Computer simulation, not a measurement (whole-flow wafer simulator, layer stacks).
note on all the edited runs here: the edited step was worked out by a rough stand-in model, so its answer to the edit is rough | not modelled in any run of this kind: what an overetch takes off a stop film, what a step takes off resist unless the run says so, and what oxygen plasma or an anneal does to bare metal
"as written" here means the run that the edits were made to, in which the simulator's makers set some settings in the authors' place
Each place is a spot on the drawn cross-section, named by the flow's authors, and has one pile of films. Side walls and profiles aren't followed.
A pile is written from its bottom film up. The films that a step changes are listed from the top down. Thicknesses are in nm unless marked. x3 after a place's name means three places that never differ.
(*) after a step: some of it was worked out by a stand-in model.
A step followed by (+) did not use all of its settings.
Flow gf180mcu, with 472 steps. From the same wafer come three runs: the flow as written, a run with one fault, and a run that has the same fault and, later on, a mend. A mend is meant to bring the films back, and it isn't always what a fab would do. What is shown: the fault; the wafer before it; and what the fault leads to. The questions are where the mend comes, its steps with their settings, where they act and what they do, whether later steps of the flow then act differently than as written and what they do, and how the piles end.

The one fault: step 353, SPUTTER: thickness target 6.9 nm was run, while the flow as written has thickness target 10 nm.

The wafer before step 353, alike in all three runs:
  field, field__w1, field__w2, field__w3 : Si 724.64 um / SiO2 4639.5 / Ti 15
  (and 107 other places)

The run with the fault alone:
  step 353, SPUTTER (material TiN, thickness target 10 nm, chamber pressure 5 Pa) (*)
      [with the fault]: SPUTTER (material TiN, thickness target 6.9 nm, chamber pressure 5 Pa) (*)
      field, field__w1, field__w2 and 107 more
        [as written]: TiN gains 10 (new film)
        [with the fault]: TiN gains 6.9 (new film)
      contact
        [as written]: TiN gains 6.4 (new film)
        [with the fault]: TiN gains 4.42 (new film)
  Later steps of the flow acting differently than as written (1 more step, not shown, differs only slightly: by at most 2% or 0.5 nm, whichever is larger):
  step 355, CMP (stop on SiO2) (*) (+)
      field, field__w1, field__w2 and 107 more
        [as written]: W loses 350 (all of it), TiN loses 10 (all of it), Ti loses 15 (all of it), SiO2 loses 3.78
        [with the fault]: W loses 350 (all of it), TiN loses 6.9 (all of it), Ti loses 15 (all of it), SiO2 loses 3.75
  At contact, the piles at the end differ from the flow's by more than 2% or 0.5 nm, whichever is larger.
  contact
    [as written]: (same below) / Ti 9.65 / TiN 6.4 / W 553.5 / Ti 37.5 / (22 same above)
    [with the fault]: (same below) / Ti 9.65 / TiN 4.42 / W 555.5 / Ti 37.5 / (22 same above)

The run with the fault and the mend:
  After step 353 comes the mend.
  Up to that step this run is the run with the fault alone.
  step 353a, SPUTTER (material TiN, thickness target 3.1 nm, chamber pressure 5 Pa) (*) (the flow's step 353, run once more with other settings)
      field, field__w1, field__w2 and 107 more
        TiN gains 3.1
      contact
        TiN gains 1.98
  Later steps of the flow that are run all act as written at every place that is followed.
  By the end, the piles equal the flow's at every place that both follow.
